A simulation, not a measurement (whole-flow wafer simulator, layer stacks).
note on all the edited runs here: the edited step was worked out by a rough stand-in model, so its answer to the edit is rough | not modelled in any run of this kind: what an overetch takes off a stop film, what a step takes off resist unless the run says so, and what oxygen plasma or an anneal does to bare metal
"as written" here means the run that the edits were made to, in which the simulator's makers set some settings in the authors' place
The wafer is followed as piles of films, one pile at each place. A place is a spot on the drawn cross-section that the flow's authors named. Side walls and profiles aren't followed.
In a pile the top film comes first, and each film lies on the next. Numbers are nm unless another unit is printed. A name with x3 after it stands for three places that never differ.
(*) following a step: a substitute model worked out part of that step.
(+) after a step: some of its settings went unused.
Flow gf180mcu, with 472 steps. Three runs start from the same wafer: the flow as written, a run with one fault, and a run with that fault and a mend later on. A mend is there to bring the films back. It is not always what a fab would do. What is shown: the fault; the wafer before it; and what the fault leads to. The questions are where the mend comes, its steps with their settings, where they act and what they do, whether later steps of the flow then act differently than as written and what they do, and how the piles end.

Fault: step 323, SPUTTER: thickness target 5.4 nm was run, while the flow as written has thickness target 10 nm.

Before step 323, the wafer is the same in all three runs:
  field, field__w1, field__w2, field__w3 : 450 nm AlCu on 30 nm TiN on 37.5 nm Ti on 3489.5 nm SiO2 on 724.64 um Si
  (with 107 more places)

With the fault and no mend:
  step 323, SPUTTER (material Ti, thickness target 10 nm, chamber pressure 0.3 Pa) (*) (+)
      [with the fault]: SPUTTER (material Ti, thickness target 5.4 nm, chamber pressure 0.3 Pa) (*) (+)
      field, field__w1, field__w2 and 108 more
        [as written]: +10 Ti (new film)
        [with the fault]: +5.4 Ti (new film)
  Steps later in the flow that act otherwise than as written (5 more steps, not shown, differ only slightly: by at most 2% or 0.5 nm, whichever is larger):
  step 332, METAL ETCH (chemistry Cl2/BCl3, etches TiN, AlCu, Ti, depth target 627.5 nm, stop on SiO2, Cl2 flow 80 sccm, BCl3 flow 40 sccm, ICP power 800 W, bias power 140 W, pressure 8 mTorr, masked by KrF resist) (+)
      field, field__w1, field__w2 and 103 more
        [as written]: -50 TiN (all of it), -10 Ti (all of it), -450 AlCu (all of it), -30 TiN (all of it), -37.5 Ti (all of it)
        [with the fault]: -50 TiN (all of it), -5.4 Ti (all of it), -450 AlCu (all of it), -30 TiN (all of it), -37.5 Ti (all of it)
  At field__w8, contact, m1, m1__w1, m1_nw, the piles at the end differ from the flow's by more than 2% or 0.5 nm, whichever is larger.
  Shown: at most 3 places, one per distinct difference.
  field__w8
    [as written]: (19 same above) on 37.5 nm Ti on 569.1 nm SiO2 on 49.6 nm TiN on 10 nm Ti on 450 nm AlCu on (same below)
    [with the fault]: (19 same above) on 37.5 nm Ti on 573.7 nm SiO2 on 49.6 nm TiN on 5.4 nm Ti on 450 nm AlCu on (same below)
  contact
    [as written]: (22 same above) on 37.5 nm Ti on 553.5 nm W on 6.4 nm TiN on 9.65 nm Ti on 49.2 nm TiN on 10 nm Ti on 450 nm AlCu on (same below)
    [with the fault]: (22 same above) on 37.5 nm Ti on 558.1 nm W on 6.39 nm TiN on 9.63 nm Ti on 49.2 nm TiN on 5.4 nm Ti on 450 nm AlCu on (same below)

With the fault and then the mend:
  The mend stands after step 323.
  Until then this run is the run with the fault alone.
  step 323a, SPUTTER (material Ti, thickness target 4.6 nm, chamber pressure 0.3 Pa) (*) (+) (the flow's step 323 again, with other settings)
      field, field__w1, field__w2 and 108 more
        +4.6 Ti
  None of the later steps of the flow acts differently than as written at any place that is followed.
  At every place that both follow, the piles at the end match the flow's.
